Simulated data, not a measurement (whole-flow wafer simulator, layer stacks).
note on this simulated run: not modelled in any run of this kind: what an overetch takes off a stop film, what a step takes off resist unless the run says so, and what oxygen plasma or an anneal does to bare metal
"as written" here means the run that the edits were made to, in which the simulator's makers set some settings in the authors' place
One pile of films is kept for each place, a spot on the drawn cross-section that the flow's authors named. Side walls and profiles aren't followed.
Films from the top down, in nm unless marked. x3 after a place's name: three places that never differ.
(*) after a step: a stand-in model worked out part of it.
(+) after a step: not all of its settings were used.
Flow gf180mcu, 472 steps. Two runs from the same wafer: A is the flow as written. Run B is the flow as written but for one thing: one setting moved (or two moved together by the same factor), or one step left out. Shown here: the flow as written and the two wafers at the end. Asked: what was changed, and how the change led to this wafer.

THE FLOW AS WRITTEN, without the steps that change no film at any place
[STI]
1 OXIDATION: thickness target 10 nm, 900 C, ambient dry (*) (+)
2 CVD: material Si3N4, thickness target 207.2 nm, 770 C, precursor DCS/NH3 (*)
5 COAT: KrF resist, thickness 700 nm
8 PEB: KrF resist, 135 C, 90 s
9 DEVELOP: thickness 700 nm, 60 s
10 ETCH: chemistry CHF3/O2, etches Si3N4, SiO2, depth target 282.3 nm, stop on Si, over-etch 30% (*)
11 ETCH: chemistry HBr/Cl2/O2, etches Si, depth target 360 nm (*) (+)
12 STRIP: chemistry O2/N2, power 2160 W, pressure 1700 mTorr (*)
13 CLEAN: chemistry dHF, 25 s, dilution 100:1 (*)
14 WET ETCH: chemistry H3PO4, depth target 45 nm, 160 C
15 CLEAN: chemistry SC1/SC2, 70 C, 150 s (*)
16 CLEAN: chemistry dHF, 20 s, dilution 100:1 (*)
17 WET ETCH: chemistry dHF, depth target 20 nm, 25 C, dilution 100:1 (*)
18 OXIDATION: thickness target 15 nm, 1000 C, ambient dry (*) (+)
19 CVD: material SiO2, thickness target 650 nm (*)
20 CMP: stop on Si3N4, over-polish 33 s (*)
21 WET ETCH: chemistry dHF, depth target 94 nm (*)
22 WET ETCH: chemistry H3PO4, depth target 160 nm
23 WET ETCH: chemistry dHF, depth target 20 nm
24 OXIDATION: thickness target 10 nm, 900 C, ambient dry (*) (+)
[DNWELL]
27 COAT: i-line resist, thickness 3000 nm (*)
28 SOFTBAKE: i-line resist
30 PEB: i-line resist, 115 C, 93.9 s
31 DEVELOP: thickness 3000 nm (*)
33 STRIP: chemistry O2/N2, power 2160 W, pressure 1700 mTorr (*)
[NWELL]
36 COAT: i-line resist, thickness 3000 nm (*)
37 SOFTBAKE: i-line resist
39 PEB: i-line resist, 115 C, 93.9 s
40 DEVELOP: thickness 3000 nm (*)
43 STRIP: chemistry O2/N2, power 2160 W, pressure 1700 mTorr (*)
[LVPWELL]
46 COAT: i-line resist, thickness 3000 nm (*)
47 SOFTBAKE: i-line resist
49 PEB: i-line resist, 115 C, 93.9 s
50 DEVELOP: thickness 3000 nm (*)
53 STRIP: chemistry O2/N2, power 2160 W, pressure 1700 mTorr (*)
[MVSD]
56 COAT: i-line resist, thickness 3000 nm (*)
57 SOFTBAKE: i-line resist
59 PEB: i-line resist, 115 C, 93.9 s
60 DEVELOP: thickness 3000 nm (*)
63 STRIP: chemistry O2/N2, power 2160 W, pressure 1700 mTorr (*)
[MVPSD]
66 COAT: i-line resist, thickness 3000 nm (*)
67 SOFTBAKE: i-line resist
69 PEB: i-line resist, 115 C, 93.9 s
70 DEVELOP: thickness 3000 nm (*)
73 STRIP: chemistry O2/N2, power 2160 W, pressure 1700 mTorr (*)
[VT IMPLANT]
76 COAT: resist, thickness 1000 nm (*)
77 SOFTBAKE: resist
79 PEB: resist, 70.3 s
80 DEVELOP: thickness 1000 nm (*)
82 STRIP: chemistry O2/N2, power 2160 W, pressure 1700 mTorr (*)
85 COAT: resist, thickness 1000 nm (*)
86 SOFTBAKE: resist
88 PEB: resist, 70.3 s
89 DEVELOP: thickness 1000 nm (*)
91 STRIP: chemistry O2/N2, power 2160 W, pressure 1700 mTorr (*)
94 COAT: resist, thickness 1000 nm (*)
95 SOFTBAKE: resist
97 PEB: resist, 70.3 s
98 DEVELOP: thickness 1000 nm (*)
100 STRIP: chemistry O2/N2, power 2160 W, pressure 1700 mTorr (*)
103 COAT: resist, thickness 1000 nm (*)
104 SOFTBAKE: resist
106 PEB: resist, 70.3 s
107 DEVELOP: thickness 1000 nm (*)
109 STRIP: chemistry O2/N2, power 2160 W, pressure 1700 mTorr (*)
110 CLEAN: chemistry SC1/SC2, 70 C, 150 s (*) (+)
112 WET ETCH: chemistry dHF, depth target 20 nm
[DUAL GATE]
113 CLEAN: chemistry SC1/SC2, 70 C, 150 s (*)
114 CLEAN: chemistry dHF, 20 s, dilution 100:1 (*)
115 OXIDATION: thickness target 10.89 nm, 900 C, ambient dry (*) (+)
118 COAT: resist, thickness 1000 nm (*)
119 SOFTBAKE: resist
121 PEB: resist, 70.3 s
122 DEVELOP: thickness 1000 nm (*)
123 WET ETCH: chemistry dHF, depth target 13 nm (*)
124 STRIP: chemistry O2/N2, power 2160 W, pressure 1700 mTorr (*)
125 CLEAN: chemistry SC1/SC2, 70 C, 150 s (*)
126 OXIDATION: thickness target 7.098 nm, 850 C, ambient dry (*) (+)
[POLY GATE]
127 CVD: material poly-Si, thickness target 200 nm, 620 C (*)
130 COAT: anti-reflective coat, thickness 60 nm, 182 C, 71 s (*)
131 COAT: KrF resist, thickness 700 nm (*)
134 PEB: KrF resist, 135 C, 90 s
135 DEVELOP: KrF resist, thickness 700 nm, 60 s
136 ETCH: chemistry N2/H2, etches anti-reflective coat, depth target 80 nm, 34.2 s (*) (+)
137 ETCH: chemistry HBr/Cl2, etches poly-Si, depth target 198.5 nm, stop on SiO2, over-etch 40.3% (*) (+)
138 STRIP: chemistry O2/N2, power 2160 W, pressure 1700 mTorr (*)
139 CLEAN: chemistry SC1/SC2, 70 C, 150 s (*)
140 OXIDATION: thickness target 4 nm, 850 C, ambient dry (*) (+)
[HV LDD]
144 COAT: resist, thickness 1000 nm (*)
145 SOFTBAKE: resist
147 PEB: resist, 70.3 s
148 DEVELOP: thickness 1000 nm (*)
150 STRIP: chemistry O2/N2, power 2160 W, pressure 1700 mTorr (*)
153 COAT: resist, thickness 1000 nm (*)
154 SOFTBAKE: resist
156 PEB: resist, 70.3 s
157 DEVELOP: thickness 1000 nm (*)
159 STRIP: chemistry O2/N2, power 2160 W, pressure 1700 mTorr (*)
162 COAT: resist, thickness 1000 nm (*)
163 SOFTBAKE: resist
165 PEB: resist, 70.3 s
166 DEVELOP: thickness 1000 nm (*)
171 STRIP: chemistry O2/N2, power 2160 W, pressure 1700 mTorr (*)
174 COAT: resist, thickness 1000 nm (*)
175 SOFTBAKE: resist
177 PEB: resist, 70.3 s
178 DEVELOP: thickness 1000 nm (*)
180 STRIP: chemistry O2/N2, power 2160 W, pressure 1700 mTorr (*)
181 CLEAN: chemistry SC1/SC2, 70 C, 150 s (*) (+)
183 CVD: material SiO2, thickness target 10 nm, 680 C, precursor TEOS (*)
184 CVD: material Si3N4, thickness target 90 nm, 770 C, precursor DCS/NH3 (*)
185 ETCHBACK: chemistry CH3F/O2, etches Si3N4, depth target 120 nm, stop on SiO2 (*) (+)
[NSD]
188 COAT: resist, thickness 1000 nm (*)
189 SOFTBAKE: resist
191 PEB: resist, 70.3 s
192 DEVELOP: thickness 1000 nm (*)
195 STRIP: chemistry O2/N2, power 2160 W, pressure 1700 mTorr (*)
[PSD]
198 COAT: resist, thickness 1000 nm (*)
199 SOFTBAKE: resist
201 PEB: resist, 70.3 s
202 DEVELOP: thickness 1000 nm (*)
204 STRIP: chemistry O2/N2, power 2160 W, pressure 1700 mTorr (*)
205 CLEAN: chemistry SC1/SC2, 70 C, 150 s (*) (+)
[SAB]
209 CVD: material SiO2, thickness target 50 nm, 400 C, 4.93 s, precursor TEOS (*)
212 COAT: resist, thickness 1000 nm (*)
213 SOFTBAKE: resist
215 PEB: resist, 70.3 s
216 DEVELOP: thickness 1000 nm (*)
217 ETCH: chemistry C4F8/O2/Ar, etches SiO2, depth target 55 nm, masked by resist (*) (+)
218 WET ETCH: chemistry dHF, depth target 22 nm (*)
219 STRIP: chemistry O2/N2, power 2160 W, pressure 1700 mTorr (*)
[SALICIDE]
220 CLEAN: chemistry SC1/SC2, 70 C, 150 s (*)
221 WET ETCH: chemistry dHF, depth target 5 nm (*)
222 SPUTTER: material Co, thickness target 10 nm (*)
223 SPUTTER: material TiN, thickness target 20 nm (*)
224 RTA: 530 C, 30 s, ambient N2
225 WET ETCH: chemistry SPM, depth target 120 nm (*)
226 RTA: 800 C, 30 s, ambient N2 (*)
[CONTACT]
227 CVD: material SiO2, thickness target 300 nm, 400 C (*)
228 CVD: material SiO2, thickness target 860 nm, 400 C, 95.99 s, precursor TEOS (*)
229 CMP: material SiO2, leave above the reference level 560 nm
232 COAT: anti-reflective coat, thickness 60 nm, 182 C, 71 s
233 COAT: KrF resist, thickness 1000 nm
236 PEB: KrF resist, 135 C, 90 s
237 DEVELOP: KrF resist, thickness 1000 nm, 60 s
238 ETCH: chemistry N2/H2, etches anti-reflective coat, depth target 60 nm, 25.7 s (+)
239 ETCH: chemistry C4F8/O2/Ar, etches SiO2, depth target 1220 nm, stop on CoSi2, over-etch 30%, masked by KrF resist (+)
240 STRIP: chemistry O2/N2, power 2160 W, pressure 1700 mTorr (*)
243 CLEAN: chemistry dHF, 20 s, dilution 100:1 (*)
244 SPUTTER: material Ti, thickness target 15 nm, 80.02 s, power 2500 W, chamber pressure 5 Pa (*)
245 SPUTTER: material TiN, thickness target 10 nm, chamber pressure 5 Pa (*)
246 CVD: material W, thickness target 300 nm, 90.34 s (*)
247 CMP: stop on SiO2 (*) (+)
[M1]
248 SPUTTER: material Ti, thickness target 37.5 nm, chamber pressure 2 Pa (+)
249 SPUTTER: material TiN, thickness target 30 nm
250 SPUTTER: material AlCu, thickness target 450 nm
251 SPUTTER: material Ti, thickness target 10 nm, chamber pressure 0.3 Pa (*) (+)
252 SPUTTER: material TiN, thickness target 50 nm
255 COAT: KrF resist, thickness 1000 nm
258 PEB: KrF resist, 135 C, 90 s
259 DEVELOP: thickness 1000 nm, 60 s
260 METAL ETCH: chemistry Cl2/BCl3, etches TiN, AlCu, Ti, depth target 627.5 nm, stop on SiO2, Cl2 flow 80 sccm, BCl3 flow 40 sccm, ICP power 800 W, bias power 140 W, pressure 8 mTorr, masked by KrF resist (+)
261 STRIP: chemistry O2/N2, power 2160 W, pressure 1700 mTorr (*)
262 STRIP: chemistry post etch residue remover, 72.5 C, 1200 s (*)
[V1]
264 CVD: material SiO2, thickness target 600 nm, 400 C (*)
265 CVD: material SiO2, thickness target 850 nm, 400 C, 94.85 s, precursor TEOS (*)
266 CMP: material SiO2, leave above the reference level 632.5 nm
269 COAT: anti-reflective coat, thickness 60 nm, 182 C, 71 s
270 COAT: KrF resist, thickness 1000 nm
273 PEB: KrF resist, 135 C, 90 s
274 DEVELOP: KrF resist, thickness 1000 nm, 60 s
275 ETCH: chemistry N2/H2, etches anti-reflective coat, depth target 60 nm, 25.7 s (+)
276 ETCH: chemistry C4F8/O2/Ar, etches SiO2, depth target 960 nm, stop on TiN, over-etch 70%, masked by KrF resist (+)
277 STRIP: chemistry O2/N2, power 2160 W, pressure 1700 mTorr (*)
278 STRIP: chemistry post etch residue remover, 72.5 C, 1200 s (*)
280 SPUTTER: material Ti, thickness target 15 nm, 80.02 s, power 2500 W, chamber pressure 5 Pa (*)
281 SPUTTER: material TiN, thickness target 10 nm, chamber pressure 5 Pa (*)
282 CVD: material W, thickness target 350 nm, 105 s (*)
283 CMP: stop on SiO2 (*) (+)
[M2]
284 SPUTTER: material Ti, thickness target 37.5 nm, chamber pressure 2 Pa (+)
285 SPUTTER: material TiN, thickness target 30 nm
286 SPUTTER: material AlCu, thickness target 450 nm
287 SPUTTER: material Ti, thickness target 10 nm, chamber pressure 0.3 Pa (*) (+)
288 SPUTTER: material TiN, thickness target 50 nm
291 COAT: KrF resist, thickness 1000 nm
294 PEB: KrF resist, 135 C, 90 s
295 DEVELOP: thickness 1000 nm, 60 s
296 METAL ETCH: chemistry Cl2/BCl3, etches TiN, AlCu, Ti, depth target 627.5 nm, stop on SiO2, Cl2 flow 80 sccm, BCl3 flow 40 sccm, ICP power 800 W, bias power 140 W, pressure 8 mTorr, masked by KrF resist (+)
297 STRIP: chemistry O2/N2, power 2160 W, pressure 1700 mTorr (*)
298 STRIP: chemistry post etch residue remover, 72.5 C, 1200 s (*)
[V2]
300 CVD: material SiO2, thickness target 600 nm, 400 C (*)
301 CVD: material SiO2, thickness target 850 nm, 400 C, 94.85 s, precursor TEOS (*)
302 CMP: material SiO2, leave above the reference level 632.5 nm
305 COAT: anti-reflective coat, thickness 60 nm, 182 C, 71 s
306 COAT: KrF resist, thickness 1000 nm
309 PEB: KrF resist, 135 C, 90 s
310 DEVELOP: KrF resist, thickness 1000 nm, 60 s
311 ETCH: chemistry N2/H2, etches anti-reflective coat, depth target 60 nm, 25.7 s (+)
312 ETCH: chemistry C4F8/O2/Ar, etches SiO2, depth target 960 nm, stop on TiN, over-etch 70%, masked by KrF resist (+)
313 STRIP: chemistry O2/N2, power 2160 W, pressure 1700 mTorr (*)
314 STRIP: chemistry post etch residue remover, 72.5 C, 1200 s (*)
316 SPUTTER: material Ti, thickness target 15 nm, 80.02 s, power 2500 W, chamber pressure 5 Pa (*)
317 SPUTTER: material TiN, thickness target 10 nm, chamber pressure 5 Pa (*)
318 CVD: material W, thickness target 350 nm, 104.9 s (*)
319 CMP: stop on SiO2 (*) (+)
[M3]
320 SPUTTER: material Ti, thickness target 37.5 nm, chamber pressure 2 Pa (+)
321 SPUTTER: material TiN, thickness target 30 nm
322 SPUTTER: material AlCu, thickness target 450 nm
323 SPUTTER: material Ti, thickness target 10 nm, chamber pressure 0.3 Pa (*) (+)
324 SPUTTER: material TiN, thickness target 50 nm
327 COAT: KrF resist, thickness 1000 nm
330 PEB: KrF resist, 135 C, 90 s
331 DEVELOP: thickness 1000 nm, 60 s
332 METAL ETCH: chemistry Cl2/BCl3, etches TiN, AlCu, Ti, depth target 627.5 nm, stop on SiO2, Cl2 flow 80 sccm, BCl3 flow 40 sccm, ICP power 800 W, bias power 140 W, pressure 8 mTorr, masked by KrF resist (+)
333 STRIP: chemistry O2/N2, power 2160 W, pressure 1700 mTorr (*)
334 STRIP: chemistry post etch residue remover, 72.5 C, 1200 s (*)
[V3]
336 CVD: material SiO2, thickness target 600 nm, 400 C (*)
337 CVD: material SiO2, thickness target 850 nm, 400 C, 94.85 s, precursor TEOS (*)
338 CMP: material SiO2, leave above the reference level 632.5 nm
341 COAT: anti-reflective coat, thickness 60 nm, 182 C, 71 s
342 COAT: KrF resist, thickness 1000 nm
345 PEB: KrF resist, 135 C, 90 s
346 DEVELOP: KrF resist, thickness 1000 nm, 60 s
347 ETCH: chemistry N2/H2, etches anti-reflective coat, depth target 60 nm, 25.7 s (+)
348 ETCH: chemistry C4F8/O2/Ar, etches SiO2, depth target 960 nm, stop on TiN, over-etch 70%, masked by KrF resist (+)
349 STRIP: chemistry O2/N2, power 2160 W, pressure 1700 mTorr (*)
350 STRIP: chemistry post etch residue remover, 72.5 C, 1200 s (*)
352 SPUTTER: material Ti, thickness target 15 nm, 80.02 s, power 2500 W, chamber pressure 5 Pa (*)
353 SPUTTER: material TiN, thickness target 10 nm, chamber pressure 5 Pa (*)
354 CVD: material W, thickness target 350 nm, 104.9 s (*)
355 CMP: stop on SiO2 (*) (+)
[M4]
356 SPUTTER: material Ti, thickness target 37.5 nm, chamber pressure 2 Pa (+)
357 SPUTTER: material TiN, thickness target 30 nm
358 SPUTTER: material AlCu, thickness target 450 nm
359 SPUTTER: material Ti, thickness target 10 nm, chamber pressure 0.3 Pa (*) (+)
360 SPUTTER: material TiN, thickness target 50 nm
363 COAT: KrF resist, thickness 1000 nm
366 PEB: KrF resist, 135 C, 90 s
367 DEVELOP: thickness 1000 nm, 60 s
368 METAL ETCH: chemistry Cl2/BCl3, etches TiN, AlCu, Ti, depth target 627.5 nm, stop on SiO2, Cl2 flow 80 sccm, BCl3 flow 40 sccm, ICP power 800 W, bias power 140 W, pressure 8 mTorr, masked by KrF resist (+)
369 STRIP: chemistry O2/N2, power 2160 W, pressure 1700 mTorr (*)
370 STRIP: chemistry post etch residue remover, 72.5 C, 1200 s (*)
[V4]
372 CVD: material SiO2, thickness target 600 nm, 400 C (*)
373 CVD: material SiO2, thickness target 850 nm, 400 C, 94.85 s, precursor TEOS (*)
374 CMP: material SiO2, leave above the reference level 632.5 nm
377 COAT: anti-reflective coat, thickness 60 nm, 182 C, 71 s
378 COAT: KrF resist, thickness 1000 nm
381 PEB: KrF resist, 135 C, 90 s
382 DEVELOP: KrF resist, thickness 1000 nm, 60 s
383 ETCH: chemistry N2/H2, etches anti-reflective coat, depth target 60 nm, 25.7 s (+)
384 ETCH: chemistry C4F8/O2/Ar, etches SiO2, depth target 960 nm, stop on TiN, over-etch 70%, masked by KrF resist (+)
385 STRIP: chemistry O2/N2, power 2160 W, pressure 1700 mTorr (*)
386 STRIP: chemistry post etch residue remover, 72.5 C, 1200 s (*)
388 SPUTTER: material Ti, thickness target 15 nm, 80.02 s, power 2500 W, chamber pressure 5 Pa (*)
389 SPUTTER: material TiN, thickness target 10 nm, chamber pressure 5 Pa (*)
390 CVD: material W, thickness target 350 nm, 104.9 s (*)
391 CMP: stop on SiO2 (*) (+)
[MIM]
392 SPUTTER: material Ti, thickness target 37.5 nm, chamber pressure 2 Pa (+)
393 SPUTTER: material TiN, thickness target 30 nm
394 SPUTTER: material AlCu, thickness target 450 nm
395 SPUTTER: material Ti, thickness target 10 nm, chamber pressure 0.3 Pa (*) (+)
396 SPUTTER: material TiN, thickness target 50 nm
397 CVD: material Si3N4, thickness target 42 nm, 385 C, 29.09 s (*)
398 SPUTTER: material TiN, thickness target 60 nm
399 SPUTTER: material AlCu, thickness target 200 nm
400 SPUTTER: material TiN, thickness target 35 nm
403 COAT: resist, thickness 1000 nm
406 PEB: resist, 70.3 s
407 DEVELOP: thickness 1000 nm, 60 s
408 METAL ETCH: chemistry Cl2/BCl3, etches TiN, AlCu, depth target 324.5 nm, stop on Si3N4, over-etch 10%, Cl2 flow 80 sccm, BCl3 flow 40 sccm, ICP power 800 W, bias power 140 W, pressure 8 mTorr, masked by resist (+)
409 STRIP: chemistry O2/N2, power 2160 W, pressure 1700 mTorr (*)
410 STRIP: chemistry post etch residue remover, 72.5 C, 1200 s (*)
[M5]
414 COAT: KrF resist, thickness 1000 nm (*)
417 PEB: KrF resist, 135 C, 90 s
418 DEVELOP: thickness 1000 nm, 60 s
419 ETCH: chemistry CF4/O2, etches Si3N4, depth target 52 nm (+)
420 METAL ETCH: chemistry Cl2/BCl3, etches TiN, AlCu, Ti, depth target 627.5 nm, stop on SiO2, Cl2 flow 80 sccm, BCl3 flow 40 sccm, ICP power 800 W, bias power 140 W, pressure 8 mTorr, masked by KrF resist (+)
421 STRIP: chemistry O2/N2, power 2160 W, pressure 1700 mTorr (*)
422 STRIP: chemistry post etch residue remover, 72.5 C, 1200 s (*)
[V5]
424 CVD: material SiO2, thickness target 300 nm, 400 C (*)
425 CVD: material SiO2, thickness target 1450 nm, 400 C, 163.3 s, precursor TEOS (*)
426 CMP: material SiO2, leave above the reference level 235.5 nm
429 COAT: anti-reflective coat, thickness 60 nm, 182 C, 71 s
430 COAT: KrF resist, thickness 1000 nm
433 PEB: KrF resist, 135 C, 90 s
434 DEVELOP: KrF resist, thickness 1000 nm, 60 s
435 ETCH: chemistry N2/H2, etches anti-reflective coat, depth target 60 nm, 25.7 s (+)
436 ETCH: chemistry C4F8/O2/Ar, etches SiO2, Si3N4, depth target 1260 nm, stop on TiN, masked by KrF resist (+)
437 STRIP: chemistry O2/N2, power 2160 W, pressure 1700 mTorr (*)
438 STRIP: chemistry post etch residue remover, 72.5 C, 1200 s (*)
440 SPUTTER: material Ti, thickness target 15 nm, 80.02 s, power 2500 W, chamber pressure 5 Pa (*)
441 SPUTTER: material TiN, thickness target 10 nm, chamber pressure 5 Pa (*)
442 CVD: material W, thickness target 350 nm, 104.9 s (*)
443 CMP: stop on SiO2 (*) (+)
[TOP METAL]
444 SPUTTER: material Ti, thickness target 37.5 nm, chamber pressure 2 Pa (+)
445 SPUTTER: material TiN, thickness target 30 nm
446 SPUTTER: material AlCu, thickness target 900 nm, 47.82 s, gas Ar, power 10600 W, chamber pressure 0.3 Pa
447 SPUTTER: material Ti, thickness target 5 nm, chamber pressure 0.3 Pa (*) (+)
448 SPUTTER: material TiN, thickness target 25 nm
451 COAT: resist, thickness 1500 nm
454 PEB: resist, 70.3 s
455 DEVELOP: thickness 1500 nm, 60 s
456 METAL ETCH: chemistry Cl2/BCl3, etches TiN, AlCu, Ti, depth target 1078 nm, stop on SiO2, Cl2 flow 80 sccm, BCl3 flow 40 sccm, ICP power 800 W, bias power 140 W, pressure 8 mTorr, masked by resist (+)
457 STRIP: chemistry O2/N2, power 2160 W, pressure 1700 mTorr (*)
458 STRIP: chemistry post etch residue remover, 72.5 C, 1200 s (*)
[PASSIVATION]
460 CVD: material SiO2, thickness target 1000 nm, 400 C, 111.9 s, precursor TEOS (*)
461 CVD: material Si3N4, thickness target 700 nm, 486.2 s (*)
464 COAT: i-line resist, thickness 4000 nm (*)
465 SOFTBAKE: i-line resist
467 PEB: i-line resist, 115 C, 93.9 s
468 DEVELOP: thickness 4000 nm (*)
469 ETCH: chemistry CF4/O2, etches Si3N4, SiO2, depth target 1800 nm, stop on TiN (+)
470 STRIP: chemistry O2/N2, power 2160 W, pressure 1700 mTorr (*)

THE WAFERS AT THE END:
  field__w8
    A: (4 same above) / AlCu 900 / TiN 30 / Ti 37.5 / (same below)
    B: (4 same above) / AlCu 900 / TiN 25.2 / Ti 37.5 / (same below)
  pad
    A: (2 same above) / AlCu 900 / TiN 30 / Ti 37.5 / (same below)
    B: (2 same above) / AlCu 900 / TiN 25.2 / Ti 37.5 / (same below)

The cause: step 445, SPUTTER: thickness target 25.2 nm was run, where the flow has thickness target 30 nm.
It can be read off the wafer: field__w8 has TiN 25.2, and step 445 as written asks for 30 nm.

How the change led to this, step by step:
  445 SPUTTER: material TiN, thickness target 30 nm
      field, field__w1, field__w2 and 109 more: A TiN +30 (new film) | B TiN +25.2 (new film)
  456 METAL ETCH: chemistry Cl2/BCl3, etches TiN, AlCu, Ti, depth target 1078 nm, stop on SiO2, Cl2 flow 80 sccm, BCl3 flow 40 sccm, ICP power 800 W, bias power 140 W, pressure 8 mTorr, masked by resist (+)
      field, field__w1, field__w2 and 103 more: A TiN -25 (all of it), Ti -5 (all of it), AlCu -900 (all of it), TiN -30 (all of it), Ti -37.5 (all of it) | B TiN -25 (all of it), Ti -5 (all of it), AlCu -900 (all of it), TiN -25.2 (all of it), Ti -37.5 (all of it)
